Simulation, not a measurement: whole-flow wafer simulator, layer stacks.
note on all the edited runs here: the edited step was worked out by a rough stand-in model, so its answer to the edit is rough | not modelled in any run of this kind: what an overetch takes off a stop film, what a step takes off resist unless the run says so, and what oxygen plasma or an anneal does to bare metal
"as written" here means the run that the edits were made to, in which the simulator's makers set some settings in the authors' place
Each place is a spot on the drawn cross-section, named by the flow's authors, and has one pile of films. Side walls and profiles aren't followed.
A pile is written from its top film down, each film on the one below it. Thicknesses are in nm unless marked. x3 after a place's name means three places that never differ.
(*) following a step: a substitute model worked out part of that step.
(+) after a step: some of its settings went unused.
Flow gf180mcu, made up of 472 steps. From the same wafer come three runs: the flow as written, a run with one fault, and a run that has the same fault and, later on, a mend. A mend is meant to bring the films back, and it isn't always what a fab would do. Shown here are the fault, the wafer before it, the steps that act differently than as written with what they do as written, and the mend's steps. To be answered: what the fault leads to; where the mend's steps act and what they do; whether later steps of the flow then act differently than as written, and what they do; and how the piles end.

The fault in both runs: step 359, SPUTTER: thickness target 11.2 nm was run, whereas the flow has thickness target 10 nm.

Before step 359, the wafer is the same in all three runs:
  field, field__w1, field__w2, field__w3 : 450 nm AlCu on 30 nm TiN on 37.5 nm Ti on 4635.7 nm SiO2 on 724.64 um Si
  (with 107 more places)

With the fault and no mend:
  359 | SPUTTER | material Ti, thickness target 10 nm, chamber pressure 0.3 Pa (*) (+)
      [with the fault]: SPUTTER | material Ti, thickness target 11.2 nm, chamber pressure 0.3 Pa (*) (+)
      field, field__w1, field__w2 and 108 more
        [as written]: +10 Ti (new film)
        [with the fault]: +11.2 Ti (new film)
  Later steps of the flow acting differently than as written (5 more steps, not shown, differ only slightly: by at most 2% or 0.5 nm, whichever is larger):
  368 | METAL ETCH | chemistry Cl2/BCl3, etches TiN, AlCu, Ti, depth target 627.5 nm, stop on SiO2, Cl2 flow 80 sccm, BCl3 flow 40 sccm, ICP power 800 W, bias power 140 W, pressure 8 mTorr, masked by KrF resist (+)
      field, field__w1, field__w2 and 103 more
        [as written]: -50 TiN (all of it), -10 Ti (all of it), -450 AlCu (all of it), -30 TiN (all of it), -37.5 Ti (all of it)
        [with the fault]: -50 TiN (all of it), -11.2 Ti (all of it), -450 AlCu (all of it), -30 TiN (all of it), -37.5 Ti (all of it)
  The piles end different from the flow's at field__w8, contact, m1, m1__w1, m1_nw by more than 2% or 0.5 nm, whichever is larger.
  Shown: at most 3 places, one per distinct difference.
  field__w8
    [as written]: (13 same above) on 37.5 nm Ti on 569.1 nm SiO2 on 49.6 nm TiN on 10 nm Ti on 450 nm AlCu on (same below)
    [with the fault]: (13 same above) on 37.5 nm Ti on 567.9 nm SiO2 on 49.6 nm TiN on 11.2 nm Ti on 450 nm AlCu on (same below)
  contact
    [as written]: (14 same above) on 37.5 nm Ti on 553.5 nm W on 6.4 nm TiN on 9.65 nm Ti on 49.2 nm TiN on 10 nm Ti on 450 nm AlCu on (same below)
    [with the fault]: (14 same above) on 37.5 nm Ti on 552.3 nm W on 6.41 nm TiN on 9.66 nm Ti on 49.2 nm TiN on 11.2 nm Ti on 450 nm AlCu on (same below)

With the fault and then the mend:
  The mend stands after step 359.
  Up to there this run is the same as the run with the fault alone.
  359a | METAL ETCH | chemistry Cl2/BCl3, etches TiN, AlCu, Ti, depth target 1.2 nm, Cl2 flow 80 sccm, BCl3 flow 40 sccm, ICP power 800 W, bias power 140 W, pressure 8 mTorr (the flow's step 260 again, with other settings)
      field, field__w1, field__w2 and 108 more
        -1.2 Ti
  Later steps of the flow that are run all act as written at every place that is followed.
  The piles end the same as the flow's at every place that both follow.
